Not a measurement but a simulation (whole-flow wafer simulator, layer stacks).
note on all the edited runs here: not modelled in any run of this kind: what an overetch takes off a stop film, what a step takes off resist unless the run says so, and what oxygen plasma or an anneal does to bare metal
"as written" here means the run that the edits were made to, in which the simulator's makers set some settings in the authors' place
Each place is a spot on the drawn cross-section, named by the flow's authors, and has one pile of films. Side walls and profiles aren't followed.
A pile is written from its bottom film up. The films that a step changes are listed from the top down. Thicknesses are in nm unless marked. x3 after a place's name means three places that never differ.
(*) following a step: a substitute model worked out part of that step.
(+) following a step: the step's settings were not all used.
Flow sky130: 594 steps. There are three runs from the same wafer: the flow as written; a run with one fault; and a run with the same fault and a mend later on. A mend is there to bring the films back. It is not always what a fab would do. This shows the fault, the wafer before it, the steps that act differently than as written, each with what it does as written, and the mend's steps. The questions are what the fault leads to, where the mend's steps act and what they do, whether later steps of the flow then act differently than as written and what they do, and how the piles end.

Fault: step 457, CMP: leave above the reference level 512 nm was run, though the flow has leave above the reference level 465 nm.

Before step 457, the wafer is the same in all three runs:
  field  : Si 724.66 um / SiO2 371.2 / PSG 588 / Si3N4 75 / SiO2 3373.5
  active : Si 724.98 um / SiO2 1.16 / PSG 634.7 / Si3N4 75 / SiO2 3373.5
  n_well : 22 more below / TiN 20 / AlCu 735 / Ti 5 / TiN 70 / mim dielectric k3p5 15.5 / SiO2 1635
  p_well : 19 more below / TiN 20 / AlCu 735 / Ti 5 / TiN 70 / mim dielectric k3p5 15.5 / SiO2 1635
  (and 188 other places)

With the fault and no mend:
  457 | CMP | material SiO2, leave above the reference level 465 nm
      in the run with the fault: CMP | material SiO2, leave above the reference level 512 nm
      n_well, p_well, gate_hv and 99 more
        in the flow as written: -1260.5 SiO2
        in the run with the fault: -1213.5 SiO2
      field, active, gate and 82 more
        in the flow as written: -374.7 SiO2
        in the run with the fault: -327.7 SiO2
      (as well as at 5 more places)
  Steps further on in the flow that do not act as written:
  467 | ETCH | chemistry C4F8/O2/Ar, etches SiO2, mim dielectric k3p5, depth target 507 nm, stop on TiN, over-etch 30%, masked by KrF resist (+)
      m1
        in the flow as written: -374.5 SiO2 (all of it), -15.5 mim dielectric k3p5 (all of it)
        in the run with the fault: -421.5 SiO2 (all of it), -15.5 mim dielectric k3p5 (all of it)
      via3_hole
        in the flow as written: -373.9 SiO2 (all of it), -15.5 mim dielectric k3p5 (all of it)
        in the run with the fault: -420.9 SiO2 (all of it), -15.5 mim dielectric k3p5 (all of it)
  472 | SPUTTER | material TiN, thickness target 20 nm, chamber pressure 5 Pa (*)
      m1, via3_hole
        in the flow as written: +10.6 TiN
        in the run with the fault: +9.95 TiN
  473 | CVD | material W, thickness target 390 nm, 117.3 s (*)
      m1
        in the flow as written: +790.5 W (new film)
        in the run with the fault: +838.1 W (new film)
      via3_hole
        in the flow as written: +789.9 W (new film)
        in the run with the fault: +837.5 W (new film)
  The piles end different from the flow's at n_well, p_well, gate_hv and 104 more by more than 2% or 0.5 nm, whichever is larger.
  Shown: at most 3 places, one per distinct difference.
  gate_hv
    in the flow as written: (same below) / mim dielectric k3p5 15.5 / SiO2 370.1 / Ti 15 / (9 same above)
    in the run with the fault: (same below) / mim dielectric k3p5 15.5 / SiO2 417.1 / Ti 15 / (9 same above)
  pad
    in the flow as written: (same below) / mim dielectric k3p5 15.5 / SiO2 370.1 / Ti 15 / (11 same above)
    in the run with the fault: (same below) / mim dielectric k3p5 15.5 / SiO2 417.1 / Ti 15 / (11 same above)
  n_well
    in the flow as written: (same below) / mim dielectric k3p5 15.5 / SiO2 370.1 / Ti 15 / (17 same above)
    in the run with the fault: (same below) / mim dielectric k3p5 15.5 / SiO2 417.1 / Ti 15 / (17 same above)

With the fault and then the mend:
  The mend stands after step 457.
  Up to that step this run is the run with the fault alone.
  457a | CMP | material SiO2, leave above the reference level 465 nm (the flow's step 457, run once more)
      field, active, n_well and 189 more
        -47 SiO2
  None of the later steps of the flow acts differently than as written at any place that is followed.
  The piles end the same as the flow's at every place that both follow.
